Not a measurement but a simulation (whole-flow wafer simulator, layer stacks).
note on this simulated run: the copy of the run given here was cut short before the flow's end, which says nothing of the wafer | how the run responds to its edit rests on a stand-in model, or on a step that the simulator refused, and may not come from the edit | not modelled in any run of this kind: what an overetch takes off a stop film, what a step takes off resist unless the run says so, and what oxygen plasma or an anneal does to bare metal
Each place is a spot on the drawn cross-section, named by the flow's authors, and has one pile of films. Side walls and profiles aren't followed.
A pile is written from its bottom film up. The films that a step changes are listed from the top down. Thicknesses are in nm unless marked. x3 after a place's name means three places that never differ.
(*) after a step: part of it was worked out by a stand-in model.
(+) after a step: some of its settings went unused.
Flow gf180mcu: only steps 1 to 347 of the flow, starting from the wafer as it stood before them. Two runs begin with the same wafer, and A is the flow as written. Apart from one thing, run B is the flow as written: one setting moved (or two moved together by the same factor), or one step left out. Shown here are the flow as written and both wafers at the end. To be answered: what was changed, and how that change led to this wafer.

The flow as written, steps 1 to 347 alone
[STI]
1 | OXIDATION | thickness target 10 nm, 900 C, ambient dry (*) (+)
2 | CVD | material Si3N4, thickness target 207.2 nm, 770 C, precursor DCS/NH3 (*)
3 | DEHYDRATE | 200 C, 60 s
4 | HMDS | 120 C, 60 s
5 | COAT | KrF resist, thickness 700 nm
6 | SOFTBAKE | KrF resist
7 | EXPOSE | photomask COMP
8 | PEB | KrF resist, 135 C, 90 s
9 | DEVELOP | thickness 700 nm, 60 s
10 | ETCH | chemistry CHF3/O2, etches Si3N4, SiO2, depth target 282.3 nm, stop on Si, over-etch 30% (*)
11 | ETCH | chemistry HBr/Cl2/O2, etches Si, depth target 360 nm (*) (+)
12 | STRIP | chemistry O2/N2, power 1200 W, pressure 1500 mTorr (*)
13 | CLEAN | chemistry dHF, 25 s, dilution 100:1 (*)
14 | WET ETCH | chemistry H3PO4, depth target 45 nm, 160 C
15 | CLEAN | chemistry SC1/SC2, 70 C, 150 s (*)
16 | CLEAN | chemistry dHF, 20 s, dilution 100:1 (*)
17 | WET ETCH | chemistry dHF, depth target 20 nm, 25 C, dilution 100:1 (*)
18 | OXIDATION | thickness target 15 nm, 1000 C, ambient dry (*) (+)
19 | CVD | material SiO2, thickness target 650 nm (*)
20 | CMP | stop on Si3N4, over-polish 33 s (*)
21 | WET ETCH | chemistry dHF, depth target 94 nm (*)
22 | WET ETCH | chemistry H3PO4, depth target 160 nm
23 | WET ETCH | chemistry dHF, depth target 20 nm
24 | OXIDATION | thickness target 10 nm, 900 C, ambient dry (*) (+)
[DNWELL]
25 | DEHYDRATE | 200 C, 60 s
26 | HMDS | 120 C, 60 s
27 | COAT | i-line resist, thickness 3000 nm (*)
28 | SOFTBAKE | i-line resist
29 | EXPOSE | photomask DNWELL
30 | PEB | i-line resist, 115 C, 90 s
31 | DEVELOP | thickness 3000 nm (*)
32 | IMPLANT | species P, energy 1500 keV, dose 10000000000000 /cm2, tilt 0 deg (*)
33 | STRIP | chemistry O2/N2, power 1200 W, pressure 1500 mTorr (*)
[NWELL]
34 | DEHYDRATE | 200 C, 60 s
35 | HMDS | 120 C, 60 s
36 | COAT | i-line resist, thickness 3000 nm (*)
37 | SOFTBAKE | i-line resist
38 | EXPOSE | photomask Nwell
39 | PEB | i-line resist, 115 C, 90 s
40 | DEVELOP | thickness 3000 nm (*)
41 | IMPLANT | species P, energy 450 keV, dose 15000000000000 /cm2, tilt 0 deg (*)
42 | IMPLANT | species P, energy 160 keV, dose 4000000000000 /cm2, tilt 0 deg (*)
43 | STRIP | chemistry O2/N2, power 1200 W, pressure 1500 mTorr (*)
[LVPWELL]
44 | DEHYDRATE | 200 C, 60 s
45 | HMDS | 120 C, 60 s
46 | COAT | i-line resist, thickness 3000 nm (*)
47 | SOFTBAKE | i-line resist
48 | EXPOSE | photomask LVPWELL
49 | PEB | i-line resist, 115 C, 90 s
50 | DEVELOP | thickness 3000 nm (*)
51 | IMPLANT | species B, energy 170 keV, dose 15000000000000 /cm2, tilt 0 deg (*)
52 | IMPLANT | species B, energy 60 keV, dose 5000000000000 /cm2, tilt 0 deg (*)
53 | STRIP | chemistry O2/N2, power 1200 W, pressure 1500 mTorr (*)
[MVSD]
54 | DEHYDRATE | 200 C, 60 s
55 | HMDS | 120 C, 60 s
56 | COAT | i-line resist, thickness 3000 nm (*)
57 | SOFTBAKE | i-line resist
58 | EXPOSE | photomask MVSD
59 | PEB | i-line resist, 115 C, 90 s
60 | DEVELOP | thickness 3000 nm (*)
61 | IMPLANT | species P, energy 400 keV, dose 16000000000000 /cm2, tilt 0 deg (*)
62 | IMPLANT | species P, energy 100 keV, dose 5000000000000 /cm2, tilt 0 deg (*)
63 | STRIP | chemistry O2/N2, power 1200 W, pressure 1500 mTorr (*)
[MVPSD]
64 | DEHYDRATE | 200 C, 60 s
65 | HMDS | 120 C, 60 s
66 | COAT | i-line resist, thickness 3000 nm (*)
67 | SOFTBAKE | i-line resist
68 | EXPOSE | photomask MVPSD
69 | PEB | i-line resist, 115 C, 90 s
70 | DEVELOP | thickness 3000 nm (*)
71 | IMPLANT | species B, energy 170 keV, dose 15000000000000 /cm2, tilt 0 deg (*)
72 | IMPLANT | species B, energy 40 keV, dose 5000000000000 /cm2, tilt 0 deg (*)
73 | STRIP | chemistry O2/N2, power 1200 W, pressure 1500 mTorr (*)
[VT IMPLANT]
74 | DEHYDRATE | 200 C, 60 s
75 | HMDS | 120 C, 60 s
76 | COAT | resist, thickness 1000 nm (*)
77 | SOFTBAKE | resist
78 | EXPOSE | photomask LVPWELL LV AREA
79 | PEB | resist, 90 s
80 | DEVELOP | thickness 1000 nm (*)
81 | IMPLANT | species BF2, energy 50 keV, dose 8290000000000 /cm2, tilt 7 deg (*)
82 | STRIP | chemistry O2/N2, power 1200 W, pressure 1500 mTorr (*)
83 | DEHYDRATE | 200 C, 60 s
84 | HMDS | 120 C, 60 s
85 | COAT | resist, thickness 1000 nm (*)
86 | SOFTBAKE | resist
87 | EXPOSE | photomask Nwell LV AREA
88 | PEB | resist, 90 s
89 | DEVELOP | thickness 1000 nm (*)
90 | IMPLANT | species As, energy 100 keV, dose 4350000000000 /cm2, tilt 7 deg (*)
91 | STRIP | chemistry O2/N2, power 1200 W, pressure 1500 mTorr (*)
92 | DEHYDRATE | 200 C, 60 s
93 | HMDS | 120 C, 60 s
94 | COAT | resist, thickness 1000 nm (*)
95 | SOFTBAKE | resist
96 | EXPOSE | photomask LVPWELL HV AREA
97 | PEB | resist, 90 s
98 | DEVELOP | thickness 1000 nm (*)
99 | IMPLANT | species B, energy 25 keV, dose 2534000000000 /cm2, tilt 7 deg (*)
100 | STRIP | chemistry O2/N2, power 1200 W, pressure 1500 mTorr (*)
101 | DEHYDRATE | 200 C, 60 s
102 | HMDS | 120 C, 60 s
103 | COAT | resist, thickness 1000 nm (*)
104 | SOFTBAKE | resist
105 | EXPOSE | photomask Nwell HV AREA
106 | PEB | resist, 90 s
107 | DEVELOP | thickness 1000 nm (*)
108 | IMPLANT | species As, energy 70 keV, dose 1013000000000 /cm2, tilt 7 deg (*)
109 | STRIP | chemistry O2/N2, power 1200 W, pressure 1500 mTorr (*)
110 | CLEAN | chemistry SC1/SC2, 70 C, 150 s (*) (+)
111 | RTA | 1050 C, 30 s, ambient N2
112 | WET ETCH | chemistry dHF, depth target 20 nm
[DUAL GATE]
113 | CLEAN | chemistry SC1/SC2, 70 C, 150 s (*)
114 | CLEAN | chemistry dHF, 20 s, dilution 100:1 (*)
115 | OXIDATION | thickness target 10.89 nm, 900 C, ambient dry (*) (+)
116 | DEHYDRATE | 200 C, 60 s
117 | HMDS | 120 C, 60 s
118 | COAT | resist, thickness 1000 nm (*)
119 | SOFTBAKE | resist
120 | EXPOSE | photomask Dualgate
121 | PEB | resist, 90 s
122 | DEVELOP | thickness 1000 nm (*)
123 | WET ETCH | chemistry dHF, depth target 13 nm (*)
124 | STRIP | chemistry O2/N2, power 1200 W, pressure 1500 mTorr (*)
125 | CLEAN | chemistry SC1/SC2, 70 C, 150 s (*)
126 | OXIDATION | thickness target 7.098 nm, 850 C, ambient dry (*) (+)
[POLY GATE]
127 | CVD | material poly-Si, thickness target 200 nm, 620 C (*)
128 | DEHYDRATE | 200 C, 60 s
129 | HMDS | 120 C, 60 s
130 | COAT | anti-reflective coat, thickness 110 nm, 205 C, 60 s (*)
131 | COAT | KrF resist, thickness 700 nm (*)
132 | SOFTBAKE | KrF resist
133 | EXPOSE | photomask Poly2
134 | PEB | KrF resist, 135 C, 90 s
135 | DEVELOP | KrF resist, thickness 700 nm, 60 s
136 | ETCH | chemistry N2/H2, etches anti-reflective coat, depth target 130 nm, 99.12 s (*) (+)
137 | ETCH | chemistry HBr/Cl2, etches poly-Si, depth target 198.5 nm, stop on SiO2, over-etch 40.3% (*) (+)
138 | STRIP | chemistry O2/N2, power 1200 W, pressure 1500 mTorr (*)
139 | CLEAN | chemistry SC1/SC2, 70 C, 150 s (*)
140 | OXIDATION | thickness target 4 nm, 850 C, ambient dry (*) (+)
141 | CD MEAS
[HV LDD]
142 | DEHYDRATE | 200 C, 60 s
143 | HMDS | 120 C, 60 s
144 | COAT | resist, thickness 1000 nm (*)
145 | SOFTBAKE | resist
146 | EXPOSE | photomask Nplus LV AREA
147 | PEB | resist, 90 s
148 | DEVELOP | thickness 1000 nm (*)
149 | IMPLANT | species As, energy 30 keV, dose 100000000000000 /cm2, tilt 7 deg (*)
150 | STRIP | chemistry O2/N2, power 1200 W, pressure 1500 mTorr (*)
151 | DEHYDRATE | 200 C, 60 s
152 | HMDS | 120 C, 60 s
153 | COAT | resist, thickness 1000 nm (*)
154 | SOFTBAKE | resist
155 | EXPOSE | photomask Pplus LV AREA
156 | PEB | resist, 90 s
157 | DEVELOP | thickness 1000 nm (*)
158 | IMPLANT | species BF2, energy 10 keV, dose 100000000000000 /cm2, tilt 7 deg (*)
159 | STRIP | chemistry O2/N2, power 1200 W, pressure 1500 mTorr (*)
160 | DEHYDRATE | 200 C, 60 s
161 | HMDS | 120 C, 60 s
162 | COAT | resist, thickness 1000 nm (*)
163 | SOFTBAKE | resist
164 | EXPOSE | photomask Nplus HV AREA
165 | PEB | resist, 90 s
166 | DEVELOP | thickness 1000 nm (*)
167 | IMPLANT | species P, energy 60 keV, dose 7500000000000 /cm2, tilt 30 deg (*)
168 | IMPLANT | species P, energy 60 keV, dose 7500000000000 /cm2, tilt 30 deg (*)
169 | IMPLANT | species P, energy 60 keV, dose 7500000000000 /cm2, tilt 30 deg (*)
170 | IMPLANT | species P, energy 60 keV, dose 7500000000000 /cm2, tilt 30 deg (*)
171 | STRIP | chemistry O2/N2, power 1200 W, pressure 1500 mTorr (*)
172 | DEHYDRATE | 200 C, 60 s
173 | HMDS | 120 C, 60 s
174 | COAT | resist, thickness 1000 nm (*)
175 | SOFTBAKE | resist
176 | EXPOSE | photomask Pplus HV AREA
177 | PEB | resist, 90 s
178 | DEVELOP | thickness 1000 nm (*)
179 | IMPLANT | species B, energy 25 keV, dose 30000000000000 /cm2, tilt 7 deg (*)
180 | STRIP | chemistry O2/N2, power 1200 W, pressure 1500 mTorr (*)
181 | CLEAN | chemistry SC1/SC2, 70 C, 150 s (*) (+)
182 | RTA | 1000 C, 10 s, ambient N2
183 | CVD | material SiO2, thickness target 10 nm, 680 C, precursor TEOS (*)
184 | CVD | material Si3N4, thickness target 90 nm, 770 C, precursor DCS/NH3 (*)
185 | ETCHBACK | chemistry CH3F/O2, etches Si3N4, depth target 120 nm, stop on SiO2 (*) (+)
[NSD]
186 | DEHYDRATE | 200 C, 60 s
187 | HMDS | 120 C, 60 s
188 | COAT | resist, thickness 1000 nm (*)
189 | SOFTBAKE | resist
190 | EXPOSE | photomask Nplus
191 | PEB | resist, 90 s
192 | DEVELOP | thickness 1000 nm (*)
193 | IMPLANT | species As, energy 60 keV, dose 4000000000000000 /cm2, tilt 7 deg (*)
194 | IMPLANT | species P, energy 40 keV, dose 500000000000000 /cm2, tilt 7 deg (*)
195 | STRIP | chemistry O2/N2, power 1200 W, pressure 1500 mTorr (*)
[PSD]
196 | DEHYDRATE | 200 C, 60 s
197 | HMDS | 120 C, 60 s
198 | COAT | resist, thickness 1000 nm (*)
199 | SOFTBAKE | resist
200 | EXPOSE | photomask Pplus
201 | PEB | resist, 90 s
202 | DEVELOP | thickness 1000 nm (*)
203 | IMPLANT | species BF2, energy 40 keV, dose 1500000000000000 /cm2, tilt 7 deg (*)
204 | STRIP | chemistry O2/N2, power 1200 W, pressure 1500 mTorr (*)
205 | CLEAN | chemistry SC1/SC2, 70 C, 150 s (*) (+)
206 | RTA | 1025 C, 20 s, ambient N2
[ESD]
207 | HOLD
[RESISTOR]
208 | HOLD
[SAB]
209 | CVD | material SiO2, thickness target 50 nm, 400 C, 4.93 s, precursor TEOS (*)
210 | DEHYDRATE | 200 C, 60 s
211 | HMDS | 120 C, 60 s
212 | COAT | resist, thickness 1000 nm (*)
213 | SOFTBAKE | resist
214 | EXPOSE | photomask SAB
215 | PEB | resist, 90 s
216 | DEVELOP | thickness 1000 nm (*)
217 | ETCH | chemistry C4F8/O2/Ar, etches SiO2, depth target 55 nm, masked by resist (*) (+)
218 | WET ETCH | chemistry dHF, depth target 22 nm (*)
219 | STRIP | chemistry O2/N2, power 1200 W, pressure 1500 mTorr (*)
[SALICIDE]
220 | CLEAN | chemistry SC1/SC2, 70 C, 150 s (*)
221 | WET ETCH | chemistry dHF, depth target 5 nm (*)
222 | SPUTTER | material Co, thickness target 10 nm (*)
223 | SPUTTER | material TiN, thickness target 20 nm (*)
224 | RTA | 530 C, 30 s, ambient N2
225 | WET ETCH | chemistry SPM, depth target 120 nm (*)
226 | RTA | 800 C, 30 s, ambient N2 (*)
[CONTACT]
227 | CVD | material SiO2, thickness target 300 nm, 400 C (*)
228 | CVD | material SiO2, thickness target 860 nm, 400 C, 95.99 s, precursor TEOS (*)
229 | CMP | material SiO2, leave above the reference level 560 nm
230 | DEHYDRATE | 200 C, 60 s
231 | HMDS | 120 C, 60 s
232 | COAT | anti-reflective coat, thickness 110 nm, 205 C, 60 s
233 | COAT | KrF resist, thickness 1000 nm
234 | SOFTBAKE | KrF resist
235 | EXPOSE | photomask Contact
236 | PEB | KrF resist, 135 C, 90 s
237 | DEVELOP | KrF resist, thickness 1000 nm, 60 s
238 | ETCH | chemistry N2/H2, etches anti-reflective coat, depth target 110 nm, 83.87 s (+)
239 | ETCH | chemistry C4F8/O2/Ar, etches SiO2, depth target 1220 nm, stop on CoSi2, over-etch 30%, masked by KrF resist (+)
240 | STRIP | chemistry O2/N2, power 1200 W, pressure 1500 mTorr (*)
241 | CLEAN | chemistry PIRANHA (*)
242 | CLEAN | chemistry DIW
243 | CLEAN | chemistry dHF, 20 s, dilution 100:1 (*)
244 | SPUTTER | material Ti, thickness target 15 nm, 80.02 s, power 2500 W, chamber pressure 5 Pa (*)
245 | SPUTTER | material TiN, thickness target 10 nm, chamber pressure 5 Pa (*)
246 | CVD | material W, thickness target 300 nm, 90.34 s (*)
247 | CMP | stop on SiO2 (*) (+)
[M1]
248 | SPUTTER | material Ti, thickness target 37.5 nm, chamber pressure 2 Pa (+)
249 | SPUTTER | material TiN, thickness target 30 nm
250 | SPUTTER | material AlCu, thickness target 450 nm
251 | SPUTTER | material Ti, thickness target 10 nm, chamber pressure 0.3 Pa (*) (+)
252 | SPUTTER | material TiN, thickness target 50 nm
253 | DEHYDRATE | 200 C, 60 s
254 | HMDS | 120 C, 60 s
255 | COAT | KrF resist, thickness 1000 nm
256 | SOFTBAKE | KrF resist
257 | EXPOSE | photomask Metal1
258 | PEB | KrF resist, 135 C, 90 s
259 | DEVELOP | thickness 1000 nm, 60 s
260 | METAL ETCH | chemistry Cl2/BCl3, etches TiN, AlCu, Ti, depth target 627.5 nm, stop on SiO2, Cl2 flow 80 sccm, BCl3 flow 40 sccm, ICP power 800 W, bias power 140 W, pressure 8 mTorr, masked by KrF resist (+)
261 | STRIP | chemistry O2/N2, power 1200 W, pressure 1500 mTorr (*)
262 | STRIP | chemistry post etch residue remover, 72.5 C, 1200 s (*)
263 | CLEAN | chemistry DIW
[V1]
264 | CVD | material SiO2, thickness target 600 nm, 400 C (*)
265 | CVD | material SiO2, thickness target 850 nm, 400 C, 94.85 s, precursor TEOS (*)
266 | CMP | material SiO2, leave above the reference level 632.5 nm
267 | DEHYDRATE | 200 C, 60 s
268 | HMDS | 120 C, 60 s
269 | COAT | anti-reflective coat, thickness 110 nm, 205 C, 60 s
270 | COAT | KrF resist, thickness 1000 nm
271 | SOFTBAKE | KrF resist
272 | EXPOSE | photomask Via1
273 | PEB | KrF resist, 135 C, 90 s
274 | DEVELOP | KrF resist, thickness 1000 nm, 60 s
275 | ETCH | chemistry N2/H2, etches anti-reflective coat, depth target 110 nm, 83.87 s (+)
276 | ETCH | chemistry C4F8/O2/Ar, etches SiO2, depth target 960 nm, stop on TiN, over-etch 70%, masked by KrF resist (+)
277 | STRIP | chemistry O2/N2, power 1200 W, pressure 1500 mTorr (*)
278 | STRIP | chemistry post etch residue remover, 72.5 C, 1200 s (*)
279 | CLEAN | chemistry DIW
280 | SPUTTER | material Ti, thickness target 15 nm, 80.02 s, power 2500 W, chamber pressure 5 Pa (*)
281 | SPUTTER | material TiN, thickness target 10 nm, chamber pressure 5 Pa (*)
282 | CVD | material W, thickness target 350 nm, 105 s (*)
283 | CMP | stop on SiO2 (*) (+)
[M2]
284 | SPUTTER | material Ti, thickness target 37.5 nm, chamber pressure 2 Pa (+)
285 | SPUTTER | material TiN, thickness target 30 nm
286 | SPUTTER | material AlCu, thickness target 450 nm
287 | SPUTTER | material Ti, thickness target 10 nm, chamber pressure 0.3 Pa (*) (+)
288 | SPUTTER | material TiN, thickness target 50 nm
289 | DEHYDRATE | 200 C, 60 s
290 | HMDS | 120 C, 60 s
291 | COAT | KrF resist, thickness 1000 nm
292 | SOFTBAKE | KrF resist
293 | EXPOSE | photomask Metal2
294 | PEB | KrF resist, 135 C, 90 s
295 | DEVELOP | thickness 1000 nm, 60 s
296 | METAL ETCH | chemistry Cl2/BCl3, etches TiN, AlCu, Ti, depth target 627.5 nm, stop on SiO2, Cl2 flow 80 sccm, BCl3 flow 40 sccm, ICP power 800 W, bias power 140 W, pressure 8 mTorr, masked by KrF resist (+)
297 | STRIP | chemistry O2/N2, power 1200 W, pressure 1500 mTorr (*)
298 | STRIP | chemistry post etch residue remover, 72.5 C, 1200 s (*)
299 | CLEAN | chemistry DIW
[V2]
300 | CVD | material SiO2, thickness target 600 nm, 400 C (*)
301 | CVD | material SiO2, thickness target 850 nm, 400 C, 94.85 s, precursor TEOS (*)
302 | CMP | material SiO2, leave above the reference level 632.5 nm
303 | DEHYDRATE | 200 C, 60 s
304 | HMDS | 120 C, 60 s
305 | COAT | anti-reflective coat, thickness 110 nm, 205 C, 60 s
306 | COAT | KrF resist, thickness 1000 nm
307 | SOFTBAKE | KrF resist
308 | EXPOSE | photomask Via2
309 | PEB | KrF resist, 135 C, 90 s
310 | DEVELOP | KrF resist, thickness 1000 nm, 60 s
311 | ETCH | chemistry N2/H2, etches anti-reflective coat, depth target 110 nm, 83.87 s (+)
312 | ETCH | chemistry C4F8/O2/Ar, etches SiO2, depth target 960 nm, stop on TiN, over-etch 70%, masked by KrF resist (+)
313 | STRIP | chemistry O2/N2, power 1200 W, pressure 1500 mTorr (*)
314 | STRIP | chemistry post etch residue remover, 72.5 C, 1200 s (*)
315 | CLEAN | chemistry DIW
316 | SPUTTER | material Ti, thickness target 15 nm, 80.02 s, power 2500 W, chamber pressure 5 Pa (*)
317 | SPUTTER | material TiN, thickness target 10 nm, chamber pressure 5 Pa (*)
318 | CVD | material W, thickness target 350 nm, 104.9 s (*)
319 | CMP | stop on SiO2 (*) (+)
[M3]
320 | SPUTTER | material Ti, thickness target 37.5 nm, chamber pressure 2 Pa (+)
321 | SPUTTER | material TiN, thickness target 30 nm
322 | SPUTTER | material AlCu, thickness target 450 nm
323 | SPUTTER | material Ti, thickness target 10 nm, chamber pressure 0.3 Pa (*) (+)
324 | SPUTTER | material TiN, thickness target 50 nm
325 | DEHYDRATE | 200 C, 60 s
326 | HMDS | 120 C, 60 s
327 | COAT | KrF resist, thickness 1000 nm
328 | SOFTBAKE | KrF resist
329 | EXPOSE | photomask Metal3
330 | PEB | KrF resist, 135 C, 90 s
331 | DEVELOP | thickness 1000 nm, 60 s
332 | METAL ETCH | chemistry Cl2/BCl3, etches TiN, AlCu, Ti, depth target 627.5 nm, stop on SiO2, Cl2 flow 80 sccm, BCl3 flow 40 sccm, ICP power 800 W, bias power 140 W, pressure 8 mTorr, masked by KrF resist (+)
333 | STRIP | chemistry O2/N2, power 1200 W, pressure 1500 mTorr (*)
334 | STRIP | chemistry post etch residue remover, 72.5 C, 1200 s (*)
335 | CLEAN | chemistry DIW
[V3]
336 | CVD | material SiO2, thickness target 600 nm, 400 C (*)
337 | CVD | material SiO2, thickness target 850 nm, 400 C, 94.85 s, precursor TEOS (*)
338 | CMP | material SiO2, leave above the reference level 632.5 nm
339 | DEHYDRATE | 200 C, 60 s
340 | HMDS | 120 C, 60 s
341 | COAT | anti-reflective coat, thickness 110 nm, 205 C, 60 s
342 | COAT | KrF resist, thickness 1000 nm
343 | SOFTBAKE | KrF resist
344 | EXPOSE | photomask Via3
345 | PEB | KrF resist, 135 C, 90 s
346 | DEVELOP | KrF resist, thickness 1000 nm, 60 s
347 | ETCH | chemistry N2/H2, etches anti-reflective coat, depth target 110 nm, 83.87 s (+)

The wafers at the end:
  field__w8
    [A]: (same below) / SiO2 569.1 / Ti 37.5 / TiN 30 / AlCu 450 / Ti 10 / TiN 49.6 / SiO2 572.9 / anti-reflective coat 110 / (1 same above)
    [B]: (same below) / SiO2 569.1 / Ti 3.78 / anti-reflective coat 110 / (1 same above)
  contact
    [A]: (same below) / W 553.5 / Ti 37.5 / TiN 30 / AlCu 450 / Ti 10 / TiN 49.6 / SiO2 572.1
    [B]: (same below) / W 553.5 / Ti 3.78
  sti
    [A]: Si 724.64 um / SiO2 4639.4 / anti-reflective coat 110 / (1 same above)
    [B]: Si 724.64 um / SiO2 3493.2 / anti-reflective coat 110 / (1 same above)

What caused this: step 322, SPUTTER: material AlCu, thickness target 450 nm, was not run.

How this came from the change, step by step:
  332 | METAL ETCH | chemistry Cl2/BCl3, etches TiN, AlCu, Ti, depth target 627.5 nm, stop on SiO2, Cl2 flow 80 sccm, BCl3 flow 40 sccm, ICP power 800 W, bias power 140 W, pressure 8 mTorr, masked by KrF resist (+)
      field, field__w1, field__w2 and 103 more: A TiN loses 50 (all of it), Ti loses 10 (all of it), AlCu loses 450 (all of it), TiN loses 30 (all of it), Ti loses 37.5 (all of it) | B TiN loses 50 (all of it), Ti loses 10 (all of it), TiN loses 30 (all of it), Ti loses 37.5 (all of it)
      field__w8, contact, m1, m1__w1, m1_nw: A KrF resist loses 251 | B KrF resist loses 76.5
  333 | STRIP | chemistry O2/N2, power 1200 W, pressure 1500 mTorr (*)
      field__w8, contact, m1, m1__w1, m1_nw: A KrF resist loses 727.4 (all of it) | B KrF resist loses 901.9 (all of it)
  338 | CMP | material SiO2, leave above the reference level 632.5 nm
      field__w8, contact, m1, m1__w1, m1_nw: A SiO2 loses 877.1 | B SiO2 loses 1450 (all of it), TiN loses 49.6 (all of it), Ti loses 10 (all of it), TiN loses 30 (all of it), Ti loses 33.7
      field, field__w1, field__w2 and 103 more: A SiO2 loses 300 | B SiO2 loses 1446.2
  347 | ETCH | chemistry N2/H2, etches anti-reflective coat, depth target 110 nm, 83.87 s (+)
      contact: A anti-reflective coat loses 110 (all of it), SiO2 loses 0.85 | B anti-reflective coat loses 110 (all of it)
